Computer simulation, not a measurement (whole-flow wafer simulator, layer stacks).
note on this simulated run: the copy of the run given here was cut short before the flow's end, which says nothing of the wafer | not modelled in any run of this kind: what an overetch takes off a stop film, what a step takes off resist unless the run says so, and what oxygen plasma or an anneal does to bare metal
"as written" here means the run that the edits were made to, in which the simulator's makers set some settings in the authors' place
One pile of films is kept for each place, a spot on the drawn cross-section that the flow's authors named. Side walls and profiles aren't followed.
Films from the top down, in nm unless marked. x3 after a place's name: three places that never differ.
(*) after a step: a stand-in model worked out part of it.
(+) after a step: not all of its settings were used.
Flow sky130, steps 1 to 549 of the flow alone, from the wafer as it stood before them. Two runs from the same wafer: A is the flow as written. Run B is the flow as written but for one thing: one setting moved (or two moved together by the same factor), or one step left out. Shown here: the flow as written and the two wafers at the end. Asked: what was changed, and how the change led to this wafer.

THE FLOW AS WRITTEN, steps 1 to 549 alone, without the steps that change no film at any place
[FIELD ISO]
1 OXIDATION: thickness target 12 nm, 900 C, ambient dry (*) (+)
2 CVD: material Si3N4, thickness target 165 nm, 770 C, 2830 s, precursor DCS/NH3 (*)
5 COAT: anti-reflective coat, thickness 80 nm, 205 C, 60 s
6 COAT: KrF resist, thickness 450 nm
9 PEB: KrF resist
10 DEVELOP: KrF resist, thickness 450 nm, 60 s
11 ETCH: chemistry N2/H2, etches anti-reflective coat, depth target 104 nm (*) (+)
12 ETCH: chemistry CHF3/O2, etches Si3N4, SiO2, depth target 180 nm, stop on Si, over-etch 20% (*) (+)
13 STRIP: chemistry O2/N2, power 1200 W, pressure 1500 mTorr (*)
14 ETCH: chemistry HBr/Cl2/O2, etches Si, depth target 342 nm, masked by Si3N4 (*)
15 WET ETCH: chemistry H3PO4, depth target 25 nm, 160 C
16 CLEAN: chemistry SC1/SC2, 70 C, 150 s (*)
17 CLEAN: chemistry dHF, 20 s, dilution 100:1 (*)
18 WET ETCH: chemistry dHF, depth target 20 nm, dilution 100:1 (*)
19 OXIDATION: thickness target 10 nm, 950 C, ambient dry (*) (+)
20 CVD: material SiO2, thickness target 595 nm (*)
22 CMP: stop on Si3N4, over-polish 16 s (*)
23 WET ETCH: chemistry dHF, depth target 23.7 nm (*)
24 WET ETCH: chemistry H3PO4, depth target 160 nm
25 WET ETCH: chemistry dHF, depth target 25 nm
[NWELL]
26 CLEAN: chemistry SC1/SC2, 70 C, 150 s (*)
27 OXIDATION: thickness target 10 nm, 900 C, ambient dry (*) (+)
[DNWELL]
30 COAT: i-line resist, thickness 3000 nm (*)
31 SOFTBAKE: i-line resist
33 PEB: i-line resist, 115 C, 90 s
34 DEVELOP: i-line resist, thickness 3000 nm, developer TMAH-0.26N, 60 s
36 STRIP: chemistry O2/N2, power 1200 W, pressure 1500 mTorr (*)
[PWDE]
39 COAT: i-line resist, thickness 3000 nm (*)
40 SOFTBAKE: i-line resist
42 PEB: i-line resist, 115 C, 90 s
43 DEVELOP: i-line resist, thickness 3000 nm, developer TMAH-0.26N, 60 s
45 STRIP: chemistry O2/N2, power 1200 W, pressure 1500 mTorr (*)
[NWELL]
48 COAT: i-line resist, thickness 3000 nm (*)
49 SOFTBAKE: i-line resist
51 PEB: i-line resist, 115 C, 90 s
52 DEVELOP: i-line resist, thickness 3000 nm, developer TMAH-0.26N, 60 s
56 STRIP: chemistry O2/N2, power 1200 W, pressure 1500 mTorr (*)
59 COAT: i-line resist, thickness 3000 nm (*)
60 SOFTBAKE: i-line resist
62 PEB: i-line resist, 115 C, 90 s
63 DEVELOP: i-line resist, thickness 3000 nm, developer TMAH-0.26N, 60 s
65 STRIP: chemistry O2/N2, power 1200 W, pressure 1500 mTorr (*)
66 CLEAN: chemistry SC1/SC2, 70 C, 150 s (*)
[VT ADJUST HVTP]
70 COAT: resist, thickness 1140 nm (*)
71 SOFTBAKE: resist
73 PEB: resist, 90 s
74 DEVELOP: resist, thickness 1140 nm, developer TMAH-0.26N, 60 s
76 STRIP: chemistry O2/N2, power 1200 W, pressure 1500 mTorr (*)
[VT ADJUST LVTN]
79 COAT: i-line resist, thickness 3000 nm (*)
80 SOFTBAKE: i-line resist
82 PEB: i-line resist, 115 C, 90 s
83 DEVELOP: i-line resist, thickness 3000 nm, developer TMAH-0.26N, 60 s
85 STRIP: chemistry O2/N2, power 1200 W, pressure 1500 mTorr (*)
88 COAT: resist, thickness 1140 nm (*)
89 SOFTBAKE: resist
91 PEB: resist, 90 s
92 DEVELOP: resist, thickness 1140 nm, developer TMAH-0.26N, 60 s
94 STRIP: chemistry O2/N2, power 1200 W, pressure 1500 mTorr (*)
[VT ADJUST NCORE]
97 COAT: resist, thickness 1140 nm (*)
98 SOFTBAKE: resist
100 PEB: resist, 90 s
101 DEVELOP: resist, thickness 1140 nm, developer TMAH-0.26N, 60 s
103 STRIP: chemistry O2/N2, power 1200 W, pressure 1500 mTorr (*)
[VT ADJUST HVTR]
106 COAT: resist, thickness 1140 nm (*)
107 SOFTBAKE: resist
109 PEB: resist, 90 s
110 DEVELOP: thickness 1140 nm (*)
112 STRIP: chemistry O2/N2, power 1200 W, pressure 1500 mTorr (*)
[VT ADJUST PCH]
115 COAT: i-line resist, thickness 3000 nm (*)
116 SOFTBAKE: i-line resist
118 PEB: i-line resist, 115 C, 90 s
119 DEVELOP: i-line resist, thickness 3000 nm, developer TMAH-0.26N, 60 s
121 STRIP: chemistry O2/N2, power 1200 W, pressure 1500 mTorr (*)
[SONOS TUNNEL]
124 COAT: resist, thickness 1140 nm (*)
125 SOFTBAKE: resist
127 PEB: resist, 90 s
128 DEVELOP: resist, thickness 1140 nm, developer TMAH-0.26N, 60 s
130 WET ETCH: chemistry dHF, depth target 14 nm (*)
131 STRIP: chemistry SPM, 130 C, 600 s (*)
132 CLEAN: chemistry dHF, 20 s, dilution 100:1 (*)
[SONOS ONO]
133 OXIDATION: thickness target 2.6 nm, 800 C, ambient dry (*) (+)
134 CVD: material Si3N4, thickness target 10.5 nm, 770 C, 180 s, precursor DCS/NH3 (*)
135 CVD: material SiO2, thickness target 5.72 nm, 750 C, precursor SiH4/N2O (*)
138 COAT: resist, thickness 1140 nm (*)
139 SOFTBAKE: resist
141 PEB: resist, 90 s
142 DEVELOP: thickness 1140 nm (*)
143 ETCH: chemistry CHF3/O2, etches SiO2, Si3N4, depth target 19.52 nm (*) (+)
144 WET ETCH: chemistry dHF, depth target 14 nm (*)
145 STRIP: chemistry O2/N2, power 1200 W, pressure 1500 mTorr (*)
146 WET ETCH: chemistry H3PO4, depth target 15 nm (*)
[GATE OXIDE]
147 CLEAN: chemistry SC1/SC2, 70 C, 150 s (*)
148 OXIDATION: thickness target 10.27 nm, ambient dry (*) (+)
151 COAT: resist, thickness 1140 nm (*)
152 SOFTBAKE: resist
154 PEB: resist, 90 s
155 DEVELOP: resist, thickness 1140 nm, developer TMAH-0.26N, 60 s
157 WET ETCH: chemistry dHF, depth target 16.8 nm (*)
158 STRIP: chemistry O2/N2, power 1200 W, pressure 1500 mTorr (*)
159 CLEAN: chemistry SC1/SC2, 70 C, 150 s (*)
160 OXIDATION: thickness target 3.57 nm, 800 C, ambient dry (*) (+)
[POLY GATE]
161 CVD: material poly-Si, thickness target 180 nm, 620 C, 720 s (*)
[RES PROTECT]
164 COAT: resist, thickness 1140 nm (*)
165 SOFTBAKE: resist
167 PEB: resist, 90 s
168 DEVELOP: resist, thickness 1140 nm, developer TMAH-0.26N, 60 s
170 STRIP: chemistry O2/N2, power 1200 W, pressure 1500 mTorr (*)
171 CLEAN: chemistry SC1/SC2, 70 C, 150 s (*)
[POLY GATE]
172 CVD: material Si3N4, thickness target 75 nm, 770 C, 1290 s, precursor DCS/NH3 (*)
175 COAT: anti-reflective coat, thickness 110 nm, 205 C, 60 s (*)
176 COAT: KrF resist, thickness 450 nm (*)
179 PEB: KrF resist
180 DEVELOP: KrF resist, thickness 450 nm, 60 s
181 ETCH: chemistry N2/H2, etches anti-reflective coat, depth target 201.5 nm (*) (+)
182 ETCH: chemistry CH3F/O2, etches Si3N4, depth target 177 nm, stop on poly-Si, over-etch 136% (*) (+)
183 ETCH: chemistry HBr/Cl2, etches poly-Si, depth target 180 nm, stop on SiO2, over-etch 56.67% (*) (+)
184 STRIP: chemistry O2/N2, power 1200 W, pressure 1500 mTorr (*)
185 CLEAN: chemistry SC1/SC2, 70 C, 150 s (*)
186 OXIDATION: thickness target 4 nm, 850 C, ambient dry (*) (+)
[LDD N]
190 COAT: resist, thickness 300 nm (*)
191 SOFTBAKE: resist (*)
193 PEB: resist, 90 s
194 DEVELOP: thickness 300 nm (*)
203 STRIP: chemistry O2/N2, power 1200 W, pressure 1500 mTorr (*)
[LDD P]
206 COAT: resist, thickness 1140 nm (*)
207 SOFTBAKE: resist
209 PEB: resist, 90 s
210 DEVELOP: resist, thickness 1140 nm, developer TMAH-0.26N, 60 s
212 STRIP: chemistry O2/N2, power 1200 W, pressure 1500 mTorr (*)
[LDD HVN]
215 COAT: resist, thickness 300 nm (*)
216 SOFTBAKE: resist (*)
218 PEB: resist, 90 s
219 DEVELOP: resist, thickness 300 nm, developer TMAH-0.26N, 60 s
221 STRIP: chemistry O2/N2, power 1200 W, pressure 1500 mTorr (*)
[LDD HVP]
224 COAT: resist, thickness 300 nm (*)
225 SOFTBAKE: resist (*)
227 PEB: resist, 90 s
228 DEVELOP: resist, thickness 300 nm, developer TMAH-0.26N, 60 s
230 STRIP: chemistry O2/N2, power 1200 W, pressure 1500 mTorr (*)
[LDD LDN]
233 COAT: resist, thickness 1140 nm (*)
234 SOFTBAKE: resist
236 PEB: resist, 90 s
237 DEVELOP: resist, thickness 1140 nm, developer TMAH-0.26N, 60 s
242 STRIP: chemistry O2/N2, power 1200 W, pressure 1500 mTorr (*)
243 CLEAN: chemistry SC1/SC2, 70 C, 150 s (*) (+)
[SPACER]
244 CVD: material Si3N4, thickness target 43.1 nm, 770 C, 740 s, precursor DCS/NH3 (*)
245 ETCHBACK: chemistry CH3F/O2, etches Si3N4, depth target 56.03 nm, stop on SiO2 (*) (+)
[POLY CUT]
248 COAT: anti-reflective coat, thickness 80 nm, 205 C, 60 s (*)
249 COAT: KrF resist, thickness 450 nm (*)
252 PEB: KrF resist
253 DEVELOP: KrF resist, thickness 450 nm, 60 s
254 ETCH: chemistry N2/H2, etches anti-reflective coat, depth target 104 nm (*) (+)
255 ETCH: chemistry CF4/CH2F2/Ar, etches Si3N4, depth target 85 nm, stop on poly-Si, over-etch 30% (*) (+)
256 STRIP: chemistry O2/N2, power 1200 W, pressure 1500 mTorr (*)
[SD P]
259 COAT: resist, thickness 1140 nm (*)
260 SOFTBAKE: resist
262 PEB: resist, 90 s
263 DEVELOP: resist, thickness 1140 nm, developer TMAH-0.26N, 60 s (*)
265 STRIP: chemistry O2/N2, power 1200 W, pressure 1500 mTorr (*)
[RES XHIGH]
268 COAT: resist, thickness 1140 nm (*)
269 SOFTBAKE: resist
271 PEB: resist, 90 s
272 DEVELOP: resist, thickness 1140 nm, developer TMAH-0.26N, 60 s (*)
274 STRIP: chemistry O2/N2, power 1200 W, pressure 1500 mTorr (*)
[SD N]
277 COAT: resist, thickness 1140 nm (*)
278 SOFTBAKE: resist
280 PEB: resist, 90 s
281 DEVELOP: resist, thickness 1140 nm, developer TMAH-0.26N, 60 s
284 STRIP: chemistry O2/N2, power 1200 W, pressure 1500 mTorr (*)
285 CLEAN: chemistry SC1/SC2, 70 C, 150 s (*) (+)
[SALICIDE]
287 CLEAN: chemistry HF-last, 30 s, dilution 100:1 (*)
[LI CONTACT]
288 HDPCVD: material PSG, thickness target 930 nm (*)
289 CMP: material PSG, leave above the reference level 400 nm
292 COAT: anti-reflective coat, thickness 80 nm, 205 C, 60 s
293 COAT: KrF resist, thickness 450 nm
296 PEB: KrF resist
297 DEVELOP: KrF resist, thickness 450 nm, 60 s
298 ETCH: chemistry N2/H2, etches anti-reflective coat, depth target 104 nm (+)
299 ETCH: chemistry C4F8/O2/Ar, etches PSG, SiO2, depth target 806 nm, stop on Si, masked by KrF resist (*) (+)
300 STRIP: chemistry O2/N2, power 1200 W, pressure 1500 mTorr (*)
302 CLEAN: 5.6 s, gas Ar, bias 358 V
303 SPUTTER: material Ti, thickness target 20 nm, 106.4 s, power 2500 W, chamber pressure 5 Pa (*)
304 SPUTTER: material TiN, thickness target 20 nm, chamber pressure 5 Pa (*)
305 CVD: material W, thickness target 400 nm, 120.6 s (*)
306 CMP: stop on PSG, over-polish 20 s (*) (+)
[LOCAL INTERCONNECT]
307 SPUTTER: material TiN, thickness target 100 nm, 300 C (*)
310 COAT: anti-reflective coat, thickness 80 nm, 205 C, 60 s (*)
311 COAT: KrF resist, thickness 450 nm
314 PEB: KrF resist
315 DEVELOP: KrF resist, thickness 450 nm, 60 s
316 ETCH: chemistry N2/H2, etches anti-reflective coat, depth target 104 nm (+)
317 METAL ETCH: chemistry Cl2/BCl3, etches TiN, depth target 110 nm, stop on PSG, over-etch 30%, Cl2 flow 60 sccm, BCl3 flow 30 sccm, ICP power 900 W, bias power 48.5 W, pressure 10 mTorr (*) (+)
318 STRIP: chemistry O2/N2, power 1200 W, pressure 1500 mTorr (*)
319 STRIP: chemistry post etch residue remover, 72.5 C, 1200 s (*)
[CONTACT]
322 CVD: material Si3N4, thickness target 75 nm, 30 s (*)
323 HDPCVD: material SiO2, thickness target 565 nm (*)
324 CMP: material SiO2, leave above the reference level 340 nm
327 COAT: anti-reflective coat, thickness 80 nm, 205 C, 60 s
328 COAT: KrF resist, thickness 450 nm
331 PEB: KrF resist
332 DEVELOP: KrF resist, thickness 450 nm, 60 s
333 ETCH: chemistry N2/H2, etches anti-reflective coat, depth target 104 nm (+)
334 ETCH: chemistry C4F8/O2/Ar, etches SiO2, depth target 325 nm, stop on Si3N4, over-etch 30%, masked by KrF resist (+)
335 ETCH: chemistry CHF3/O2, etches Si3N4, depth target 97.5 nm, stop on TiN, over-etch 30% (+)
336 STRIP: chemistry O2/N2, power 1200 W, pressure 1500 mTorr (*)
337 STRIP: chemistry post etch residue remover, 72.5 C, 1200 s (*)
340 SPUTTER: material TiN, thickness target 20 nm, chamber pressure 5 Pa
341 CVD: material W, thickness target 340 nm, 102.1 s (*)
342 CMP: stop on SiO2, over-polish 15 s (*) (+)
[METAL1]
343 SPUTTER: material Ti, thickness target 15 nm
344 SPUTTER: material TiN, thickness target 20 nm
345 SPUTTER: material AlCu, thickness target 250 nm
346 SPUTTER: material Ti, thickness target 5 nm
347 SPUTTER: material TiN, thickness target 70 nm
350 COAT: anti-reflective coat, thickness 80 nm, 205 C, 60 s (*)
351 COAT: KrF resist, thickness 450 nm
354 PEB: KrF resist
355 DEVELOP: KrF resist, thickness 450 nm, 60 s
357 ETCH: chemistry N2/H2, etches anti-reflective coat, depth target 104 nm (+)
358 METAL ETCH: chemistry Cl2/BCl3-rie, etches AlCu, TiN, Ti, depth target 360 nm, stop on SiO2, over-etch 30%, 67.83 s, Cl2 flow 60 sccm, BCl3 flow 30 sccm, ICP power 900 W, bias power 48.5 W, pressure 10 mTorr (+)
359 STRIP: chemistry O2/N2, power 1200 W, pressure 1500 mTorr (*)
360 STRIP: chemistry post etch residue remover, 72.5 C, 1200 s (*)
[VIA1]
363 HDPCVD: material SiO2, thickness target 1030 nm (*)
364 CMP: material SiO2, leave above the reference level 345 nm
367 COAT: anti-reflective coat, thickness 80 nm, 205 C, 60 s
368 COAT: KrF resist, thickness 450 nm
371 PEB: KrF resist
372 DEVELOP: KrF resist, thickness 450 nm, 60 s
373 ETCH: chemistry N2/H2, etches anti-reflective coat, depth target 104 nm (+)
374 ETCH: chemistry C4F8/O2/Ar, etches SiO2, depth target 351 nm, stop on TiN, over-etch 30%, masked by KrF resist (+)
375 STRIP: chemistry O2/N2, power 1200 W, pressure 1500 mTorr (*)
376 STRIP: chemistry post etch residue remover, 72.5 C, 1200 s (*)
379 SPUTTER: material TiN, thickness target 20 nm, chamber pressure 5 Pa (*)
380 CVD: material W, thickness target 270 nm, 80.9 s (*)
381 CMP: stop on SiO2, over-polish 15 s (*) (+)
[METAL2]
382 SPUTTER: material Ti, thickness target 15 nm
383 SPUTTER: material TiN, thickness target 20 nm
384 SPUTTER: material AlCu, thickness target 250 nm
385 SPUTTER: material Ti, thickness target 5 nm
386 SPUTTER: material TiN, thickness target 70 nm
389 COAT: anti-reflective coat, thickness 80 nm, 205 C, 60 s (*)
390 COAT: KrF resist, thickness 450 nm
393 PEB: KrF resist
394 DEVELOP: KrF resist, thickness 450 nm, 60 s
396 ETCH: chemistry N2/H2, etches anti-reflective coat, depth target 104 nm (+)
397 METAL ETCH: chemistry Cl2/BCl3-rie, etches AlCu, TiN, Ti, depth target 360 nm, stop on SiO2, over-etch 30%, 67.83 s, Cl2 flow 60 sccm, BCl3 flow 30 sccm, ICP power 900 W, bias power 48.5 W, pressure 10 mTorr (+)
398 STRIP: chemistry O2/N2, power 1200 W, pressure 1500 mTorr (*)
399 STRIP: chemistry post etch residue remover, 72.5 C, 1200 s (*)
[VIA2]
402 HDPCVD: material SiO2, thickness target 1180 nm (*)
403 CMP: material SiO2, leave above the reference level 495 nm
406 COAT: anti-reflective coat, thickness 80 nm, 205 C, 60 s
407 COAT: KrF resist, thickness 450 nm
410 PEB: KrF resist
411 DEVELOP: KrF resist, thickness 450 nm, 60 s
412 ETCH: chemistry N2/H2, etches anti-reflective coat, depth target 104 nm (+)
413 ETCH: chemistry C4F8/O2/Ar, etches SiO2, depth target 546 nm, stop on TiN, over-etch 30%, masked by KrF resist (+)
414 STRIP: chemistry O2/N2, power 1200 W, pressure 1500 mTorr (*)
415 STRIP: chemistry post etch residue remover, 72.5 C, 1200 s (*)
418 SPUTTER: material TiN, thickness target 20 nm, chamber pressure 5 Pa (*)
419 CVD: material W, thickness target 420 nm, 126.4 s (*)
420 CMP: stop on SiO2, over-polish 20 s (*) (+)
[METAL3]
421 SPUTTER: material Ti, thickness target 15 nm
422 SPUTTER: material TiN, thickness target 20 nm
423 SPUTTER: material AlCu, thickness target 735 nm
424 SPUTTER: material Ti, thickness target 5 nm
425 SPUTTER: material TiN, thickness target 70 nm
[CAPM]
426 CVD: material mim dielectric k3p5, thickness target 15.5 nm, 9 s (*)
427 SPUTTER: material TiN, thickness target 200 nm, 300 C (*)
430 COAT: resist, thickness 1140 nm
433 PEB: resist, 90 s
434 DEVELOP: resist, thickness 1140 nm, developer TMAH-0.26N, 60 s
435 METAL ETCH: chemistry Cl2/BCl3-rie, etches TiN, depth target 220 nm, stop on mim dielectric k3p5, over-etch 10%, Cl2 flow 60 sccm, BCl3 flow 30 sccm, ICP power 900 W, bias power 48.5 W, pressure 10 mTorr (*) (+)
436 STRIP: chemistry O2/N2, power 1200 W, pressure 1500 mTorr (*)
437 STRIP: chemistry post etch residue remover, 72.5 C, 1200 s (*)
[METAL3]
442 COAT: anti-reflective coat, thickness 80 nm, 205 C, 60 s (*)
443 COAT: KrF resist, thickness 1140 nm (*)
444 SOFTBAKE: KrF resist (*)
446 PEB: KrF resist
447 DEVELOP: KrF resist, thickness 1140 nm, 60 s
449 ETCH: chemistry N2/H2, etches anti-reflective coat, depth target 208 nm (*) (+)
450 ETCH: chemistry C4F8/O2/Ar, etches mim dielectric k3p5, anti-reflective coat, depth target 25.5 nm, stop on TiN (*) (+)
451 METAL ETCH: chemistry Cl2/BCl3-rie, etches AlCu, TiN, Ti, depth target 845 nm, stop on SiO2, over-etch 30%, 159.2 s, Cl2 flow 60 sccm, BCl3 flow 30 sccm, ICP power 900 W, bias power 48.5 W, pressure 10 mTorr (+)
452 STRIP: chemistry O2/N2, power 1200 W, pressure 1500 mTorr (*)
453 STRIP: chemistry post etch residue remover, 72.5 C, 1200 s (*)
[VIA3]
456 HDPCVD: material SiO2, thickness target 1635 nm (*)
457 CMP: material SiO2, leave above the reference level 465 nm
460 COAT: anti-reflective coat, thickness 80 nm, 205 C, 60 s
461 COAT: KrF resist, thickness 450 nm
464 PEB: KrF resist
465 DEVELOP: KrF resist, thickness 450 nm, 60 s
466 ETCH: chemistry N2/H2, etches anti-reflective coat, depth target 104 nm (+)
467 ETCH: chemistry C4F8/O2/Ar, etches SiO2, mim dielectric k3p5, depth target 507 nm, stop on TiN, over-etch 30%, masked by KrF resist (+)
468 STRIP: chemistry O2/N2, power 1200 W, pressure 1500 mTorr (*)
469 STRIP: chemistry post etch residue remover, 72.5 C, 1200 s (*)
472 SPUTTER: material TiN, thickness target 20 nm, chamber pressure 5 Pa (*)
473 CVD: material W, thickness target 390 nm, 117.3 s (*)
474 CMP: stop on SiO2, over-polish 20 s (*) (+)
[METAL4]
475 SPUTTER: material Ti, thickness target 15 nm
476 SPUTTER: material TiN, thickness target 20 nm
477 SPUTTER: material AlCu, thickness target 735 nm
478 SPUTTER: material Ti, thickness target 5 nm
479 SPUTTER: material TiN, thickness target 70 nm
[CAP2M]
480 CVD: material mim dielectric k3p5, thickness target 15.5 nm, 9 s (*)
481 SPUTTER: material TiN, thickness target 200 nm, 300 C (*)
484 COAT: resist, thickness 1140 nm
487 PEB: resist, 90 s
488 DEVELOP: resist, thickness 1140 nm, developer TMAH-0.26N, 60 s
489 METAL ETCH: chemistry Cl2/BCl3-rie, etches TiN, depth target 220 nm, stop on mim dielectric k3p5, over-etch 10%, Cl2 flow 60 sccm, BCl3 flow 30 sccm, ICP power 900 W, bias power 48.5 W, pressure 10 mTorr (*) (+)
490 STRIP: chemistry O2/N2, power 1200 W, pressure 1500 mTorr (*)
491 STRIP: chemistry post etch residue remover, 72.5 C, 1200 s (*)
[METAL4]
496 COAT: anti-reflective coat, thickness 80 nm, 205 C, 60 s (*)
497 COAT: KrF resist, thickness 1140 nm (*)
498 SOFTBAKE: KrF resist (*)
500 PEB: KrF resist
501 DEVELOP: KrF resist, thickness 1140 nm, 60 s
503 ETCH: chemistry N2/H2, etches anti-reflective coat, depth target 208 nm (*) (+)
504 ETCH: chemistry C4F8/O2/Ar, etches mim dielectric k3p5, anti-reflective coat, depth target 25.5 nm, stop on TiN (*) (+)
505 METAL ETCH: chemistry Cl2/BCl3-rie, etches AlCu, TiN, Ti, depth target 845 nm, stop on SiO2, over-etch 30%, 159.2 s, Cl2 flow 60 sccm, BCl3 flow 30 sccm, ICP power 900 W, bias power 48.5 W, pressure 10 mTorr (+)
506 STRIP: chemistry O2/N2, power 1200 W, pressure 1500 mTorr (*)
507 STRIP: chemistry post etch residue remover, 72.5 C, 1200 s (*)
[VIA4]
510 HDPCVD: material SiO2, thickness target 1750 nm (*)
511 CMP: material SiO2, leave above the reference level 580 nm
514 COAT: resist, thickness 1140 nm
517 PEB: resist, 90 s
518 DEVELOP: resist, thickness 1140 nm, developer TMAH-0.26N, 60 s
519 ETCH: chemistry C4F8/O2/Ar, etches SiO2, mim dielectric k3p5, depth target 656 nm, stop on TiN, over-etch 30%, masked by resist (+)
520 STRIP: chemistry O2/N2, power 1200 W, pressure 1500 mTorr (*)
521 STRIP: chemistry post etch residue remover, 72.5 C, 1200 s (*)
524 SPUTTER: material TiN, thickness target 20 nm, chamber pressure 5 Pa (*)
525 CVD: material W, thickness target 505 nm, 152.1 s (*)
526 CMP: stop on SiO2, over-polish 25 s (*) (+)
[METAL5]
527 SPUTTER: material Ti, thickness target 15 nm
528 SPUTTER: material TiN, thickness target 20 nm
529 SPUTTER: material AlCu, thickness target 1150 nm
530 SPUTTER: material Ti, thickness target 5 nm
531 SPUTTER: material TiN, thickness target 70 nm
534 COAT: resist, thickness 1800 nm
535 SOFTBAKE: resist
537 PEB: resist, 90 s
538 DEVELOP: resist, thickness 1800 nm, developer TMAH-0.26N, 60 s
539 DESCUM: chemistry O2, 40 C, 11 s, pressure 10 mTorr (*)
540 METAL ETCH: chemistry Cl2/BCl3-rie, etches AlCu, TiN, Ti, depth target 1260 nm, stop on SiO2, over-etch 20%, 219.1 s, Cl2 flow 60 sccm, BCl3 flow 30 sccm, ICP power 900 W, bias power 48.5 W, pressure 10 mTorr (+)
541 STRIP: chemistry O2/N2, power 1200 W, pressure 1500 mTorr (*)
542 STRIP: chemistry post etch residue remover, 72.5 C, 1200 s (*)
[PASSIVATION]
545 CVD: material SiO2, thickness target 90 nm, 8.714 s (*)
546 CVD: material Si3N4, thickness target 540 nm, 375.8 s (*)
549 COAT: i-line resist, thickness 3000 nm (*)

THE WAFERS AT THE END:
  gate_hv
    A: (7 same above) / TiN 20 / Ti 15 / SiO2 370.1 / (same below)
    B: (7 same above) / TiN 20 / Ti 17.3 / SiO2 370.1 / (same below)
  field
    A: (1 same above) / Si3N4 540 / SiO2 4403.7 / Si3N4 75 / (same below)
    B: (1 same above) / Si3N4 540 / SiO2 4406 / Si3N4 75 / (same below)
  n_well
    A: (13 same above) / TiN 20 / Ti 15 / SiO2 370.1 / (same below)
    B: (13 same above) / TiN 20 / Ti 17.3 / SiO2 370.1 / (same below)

The cause: step 475, SPUTTER: thickness target 17.3 nm was run, where the flow has thickness target 15 nm.
It can be read off the wafer: gate_hv has Ti 17.3, and step 475 as written asks for 15 nm.

How the change led to this, step by step:
  475 SPUTTER: material Ti, thickness target 15 nm
      field, active, n_well and 189 more: A Ti +15 (new film) | B Ti +17.3 (new film)
  505 METAL ETCH: chemistry Cl2/BCl3-rie, etches AlCu, TiN, Ti, depth target 845 nm, stop on SiO2, over-etch 30%, 159.2 s, Cl2 flow 60 sccm, BCl3 flow 30 sccm, ICP power 900 W, bias power 48.5 W, pressure 10 mTorr (+)
      field, active, gate and 70 more: A TiN -70 (all of it), Ti -5 (all of it), AlCu -735 (all of it), TiN -20 (all of it), Ti -15 (all of it), SiO2 -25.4 | B TiN -70 (all of it), Ti -5 (all of it), AlCu -735 (all of it), TiN -20 (all of it), Ti -17.3 (all of it), SiO2 -25.1
      vpp_iso1, mim_edge_plate, m1_ln and 12 more: A TiN -70 (all of it), Ti -5 (all of it), AlCu -735 (all of it), TiN -20 (all of it), Ti -15 (all of it), SiO2 -25.3 | B TiN -70 (all of it), Ti -5 (all of it), AlCu -735 (all of it), TiN -20 (all of it), Ti -17.3 (all of it), SiO2 -25.1
